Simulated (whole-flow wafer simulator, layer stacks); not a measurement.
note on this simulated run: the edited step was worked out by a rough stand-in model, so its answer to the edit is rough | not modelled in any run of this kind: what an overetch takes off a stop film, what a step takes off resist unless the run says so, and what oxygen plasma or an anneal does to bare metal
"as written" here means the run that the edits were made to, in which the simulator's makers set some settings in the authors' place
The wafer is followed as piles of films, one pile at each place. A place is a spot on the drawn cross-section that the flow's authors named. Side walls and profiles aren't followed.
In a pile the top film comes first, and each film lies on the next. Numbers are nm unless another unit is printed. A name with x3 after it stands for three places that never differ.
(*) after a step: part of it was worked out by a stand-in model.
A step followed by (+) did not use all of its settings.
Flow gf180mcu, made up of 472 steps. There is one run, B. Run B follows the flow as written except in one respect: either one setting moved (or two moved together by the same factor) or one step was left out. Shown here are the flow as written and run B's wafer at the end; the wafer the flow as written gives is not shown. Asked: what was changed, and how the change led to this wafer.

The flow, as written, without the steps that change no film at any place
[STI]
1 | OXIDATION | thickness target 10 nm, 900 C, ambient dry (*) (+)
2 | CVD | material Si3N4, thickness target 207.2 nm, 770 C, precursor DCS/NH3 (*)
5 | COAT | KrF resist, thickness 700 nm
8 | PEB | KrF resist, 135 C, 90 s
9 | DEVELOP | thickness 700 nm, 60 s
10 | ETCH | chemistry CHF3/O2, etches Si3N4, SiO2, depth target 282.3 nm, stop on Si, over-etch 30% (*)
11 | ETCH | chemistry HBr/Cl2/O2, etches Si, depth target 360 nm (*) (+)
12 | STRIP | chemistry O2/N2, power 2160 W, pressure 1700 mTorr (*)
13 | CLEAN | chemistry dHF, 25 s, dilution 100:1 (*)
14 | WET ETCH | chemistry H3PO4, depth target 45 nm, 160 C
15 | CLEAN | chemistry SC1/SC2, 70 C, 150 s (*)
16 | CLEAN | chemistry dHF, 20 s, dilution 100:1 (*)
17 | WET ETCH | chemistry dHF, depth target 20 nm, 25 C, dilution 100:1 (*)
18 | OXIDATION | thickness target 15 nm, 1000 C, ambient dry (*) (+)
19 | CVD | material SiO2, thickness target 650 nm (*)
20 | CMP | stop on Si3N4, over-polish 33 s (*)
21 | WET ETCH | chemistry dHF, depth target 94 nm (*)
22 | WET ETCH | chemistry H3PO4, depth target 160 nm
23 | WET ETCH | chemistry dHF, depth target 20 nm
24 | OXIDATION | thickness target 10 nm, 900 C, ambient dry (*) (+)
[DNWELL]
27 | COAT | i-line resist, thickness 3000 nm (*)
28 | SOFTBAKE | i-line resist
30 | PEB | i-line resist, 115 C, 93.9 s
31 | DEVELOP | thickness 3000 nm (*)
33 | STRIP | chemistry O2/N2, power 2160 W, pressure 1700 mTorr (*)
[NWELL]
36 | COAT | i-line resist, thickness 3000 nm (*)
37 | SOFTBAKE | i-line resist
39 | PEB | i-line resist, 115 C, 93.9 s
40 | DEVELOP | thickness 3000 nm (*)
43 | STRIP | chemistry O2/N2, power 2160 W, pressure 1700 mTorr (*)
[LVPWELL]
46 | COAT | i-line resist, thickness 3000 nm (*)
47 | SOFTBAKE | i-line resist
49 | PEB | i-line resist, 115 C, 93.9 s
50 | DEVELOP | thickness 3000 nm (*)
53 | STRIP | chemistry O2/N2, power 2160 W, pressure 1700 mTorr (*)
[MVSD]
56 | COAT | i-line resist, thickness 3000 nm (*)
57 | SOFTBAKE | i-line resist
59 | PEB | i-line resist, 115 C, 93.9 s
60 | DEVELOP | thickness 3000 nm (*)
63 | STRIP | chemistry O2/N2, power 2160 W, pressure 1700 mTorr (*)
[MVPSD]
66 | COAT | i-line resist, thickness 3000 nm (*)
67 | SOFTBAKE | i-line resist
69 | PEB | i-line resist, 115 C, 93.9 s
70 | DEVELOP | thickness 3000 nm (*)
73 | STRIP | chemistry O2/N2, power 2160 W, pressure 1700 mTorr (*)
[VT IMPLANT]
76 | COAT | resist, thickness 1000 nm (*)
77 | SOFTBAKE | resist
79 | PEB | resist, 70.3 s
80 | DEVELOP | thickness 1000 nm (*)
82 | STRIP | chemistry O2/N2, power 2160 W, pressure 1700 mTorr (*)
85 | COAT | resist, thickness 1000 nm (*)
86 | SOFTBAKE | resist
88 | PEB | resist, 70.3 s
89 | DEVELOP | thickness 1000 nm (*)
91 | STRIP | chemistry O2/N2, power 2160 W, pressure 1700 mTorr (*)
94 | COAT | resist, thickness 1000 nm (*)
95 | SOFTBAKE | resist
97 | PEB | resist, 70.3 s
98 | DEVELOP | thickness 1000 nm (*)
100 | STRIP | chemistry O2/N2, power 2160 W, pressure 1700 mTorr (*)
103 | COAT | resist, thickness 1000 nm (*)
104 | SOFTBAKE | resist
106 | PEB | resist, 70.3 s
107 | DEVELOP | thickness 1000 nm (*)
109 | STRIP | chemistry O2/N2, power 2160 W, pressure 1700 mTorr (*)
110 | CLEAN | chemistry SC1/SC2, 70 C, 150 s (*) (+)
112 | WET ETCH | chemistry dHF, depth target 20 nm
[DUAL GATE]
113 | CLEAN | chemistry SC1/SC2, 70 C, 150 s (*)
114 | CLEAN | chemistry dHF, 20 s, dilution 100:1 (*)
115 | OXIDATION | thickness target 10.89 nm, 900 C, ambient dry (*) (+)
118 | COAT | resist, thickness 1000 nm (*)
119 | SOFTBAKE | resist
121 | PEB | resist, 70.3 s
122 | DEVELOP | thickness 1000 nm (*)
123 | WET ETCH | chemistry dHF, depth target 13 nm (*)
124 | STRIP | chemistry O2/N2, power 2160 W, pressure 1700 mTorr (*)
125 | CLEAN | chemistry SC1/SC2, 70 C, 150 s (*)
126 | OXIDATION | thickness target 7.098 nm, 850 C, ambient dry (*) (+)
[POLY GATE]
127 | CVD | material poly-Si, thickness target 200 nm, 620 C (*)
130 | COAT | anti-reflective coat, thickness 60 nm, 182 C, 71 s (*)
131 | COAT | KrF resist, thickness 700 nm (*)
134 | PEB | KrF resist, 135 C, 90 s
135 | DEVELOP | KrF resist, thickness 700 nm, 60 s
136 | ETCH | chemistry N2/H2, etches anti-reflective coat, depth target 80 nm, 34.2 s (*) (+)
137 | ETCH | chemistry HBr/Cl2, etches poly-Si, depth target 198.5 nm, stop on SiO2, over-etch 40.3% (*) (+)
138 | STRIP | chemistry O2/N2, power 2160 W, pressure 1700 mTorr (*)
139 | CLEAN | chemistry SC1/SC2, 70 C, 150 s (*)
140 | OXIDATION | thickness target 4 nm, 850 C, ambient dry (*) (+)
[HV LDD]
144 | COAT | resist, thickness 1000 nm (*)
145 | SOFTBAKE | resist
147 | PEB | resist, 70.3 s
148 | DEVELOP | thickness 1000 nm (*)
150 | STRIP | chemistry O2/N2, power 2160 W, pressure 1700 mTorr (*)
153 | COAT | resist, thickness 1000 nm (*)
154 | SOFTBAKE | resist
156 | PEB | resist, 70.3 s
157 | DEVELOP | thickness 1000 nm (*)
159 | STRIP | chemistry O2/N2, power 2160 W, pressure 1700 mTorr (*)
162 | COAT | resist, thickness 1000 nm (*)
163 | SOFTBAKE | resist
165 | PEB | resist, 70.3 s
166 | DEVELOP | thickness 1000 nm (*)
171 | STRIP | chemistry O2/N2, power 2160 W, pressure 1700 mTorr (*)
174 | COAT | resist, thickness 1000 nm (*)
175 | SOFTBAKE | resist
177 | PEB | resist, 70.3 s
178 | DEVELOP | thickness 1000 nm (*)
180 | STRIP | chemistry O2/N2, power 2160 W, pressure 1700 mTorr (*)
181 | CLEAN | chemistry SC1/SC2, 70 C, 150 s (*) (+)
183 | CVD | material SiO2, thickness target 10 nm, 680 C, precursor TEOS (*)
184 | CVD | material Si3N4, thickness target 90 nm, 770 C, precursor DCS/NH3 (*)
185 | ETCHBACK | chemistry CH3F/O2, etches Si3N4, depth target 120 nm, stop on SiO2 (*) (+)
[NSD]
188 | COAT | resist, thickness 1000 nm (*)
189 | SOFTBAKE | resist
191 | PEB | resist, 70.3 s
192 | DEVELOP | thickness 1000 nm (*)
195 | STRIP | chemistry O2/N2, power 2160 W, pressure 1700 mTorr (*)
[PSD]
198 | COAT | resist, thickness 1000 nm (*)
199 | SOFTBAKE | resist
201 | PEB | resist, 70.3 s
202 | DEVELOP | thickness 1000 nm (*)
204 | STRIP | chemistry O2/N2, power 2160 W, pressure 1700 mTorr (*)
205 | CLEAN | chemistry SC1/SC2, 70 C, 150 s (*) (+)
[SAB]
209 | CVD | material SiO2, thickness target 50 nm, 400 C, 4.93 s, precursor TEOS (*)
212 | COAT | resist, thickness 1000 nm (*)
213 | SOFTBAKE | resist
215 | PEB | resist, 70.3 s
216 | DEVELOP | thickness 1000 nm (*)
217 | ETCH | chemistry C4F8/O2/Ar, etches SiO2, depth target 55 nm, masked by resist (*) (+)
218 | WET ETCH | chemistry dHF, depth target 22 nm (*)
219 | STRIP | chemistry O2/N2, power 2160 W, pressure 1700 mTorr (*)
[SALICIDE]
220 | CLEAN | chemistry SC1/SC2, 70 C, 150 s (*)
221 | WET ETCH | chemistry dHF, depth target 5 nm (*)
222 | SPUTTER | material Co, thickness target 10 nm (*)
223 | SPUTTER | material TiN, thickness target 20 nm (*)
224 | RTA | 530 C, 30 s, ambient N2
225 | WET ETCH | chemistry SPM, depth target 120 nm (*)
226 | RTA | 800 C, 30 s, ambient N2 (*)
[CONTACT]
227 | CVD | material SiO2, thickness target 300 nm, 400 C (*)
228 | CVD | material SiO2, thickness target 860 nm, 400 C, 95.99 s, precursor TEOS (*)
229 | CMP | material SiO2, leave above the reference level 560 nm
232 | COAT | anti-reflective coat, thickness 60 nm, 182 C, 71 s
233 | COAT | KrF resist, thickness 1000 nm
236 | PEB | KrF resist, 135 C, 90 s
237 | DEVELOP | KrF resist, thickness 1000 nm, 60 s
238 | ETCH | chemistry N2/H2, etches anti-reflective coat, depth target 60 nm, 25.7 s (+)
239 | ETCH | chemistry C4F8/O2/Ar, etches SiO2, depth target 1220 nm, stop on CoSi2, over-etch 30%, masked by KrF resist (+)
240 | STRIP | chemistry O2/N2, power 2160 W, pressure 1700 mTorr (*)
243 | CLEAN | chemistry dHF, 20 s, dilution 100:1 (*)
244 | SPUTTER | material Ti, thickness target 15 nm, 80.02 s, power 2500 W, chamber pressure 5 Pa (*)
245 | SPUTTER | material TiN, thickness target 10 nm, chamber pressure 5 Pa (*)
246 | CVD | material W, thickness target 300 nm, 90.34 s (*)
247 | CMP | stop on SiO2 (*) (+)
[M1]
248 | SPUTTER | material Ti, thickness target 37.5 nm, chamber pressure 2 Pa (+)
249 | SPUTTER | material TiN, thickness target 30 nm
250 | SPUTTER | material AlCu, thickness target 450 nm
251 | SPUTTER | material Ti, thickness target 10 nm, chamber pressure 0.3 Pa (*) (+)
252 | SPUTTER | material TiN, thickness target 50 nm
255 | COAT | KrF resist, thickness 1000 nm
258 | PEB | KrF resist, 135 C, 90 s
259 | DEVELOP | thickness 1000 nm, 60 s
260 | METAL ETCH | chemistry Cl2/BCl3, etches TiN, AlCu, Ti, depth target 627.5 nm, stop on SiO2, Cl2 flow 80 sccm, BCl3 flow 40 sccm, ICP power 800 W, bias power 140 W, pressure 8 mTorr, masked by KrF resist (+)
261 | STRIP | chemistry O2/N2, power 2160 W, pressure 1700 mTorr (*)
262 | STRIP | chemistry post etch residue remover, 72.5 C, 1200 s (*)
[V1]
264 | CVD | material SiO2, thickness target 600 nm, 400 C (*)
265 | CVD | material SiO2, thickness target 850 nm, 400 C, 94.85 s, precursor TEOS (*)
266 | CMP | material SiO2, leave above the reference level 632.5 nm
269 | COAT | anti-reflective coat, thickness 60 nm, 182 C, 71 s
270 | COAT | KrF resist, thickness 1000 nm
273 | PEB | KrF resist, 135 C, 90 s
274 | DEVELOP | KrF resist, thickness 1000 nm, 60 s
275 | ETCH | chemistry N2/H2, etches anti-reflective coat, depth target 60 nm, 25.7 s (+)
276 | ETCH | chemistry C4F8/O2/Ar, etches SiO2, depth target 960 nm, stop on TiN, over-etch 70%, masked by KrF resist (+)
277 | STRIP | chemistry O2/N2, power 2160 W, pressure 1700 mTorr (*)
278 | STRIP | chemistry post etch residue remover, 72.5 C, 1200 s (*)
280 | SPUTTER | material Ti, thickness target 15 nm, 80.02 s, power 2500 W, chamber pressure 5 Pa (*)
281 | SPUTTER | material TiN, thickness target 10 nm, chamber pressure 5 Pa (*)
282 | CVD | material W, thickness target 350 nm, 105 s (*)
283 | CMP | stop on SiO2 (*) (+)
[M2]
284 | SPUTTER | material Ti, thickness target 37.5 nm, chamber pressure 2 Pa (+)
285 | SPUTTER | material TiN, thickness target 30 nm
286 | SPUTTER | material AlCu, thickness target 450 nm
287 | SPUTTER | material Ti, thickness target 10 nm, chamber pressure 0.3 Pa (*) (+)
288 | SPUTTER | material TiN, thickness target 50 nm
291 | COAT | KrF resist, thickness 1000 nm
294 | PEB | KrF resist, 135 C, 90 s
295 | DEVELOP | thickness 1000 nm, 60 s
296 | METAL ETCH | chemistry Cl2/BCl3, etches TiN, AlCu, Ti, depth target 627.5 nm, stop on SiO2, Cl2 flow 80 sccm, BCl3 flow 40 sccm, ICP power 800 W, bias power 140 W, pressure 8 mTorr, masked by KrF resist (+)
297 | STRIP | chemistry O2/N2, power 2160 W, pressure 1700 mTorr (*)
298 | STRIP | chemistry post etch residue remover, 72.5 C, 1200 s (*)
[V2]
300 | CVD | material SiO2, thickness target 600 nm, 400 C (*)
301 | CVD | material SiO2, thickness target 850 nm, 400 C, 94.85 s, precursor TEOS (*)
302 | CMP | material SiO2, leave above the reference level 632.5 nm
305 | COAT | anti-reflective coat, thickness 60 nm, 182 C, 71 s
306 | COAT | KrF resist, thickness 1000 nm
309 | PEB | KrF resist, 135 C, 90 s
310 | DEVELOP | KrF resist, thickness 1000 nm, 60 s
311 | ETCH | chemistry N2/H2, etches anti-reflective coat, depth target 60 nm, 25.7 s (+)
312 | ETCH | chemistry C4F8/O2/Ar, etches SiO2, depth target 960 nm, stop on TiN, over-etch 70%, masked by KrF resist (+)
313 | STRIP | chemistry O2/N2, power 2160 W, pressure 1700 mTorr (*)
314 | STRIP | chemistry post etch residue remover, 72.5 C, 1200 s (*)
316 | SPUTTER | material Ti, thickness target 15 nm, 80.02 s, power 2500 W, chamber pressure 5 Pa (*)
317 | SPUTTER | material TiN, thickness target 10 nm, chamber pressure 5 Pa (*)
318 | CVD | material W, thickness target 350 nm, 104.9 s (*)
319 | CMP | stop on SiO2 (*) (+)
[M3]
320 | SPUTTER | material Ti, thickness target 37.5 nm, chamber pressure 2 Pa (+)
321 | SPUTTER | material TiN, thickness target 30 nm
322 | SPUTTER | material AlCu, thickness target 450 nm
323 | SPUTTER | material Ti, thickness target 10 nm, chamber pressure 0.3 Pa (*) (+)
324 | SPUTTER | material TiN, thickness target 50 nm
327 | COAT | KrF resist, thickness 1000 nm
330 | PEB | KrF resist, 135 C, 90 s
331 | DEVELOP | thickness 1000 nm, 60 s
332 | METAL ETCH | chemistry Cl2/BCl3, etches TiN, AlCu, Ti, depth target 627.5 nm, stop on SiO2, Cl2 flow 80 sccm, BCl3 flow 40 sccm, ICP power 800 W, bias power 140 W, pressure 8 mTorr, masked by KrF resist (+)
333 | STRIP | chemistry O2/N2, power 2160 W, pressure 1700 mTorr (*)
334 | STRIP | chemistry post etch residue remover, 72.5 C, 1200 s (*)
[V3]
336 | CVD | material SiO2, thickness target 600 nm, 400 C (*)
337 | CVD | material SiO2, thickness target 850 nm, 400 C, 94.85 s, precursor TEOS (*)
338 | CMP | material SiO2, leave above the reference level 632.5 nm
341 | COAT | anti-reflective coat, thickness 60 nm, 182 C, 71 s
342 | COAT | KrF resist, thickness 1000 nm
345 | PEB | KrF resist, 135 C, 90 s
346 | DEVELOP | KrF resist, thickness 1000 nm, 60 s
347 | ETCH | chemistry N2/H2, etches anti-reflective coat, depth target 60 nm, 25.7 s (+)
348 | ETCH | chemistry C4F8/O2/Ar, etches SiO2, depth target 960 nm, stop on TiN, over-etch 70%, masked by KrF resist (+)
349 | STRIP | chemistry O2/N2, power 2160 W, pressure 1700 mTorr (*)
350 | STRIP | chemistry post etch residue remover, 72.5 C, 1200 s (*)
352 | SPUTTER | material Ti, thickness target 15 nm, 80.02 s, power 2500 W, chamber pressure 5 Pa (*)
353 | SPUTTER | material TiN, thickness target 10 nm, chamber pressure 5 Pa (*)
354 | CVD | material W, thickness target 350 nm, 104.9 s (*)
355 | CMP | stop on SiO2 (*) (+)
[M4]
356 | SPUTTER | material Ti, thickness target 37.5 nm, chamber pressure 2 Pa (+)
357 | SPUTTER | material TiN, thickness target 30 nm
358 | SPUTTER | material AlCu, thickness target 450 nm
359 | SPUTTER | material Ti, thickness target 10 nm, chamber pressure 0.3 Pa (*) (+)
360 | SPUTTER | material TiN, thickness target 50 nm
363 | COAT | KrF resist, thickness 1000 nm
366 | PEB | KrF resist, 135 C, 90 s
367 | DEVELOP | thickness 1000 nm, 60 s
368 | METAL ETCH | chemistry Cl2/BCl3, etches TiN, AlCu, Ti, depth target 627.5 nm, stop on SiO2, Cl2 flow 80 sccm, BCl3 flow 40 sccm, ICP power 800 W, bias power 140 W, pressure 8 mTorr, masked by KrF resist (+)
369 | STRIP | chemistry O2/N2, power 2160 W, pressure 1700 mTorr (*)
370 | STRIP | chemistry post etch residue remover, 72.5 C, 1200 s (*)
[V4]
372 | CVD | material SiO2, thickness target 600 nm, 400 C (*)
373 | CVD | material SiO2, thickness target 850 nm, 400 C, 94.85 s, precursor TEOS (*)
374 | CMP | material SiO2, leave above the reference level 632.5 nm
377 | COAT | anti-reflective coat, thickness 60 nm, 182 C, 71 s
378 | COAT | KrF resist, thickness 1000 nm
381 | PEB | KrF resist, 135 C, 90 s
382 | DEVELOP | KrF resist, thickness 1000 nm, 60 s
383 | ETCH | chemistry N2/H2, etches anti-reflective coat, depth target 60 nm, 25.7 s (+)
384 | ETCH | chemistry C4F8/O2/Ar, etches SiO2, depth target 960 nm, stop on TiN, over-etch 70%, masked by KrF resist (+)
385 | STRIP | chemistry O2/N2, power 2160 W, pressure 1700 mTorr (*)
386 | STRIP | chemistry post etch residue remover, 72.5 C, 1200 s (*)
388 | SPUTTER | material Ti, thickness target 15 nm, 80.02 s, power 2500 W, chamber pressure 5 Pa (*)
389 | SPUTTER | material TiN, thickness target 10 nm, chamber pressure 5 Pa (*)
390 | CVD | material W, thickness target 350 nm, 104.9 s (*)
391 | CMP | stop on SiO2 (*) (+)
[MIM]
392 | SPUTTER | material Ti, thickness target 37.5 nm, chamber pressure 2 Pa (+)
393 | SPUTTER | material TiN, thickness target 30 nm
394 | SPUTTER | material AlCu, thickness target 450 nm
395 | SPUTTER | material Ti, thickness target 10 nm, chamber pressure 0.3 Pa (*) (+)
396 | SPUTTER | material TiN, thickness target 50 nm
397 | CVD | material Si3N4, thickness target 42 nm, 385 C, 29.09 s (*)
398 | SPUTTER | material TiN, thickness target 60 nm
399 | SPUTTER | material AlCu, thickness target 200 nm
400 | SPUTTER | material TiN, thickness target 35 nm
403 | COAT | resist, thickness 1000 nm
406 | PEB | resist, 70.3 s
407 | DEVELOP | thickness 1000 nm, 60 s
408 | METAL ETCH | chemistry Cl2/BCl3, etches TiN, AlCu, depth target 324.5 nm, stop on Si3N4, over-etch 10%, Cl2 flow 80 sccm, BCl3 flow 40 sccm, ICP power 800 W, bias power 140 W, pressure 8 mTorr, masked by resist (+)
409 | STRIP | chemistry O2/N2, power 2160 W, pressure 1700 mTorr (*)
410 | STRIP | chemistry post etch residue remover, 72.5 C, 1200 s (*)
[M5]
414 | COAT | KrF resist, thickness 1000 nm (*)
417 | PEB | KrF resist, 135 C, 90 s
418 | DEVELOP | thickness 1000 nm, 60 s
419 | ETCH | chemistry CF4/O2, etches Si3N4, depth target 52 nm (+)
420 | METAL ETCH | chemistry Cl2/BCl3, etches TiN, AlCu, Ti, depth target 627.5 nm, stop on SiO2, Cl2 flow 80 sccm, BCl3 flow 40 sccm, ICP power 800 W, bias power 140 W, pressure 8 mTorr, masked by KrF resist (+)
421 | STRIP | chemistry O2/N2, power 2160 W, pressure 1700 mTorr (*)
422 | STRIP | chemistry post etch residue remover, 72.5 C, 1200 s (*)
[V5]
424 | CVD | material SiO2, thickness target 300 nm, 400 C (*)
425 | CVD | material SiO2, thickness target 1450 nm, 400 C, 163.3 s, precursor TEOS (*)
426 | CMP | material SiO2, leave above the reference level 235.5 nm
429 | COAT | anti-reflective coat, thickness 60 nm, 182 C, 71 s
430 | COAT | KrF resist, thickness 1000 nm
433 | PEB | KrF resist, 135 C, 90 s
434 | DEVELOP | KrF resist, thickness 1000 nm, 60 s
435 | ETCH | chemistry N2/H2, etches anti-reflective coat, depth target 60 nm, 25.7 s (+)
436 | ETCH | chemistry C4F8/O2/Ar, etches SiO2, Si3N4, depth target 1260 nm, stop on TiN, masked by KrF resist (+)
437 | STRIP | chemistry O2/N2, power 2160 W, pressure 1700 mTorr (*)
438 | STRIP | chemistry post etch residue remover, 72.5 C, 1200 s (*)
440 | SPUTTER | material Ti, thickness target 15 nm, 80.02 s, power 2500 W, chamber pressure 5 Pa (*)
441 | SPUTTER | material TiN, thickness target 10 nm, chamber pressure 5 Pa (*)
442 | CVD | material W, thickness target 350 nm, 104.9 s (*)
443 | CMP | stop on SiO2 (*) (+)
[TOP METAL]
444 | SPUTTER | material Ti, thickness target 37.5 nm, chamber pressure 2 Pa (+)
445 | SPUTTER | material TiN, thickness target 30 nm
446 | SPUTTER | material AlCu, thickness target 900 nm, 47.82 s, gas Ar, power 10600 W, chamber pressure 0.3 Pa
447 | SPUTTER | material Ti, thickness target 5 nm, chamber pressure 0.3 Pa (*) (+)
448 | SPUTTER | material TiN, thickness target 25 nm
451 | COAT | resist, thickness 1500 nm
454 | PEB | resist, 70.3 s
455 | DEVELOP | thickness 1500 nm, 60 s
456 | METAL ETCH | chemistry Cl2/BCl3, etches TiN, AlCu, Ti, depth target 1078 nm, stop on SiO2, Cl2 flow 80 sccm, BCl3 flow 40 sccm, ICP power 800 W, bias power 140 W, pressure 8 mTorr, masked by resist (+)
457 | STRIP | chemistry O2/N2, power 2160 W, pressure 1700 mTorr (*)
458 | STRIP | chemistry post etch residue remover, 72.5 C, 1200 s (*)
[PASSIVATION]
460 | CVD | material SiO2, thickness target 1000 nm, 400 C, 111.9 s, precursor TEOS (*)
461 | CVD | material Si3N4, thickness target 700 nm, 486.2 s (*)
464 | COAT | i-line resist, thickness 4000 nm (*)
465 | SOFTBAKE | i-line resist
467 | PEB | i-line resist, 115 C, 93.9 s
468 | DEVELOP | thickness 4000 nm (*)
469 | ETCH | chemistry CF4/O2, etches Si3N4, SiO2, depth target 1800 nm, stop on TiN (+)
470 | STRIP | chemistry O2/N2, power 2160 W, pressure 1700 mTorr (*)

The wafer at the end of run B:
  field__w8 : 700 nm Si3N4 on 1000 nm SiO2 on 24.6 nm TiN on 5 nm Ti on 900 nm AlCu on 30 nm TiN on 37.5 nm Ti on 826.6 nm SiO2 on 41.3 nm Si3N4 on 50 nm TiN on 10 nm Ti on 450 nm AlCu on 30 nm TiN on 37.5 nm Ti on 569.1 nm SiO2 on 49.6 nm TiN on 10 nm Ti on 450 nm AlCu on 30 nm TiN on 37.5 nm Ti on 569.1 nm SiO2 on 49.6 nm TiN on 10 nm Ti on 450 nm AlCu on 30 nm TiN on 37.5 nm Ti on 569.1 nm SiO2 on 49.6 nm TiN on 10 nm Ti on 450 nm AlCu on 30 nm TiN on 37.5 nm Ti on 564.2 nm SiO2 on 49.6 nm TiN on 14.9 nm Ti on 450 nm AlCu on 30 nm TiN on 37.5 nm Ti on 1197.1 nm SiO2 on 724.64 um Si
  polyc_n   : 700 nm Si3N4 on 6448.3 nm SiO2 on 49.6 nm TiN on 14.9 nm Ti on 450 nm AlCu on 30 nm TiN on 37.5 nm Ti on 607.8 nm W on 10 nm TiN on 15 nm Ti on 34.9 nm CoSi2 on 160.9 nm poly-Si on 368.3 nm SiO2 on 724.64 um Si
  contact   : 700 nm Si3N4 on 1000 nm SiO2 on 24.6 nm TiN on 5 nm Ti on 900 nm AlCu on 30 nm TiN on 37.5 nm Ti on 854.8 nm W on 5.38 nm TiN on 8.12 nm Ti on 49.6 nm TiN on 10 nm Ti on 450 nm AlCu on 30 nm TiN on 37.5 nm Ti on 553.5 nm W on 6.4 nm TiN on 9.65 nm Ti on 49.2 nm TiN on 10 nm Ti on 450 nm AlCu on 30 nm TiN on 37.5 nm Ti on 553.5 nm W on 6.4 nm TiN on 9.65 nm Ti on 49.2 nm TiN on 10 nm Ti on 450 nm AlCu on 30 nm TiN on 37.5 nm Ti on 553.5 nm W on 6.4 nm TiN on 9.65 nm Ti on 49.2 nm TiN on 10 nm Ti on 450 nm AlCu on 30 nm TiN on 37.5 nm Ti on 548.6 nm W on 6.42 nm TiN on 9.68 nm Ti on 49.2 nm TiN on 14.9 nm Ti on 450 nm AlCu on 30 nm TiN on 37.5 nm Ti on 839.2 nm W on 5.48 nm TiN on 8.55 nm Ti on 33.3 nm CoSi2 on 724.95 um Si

Cause: step 251, SPUTTER: thickness target 14.9 nm was run, whereas the flow has thickness target 10 nm.
The wafer lets one read it off: field__w8 has Ti 14.9, and step 251 as written asks for 10 nm.

Step by step, how the change led to this:
  251 | SPUTTER | material Ti, thickness target 10 nm, chamber pressure 0.3 Pa (*) (+)
      field, field__w1, field__w2 and 108 more: Ti gains 14.9 (new film) (it would be, as written: Ti gains 10 (new film))
  260 | METAL ETCH | chemistry Cl2/BCl3, etches TiN, AlCu, Ti, depth target 627.5 nm, stop on SiO2, Cl2 flow 80 sccm, BCl3 flow 40 sccm, ICP power 800 W, bias power 140 W, pressure 8 mTorr, masked by KrF resist (+)
      field, field__w1, field__w2 and 99 more: TiN loses 50 (all of it), Ti loses 14.9 (all of it), AlCu loses 450 (all of it), TiN loses 30 (all of it), Ti loses 37.5 (all of it) (it would be, as written: TiN loses 50 (all of it), Ti loses 10 (all of it), AlCu loses 450 (all of it), TiN loses 30 (all of it), Ti loses 37.5 (all of it))
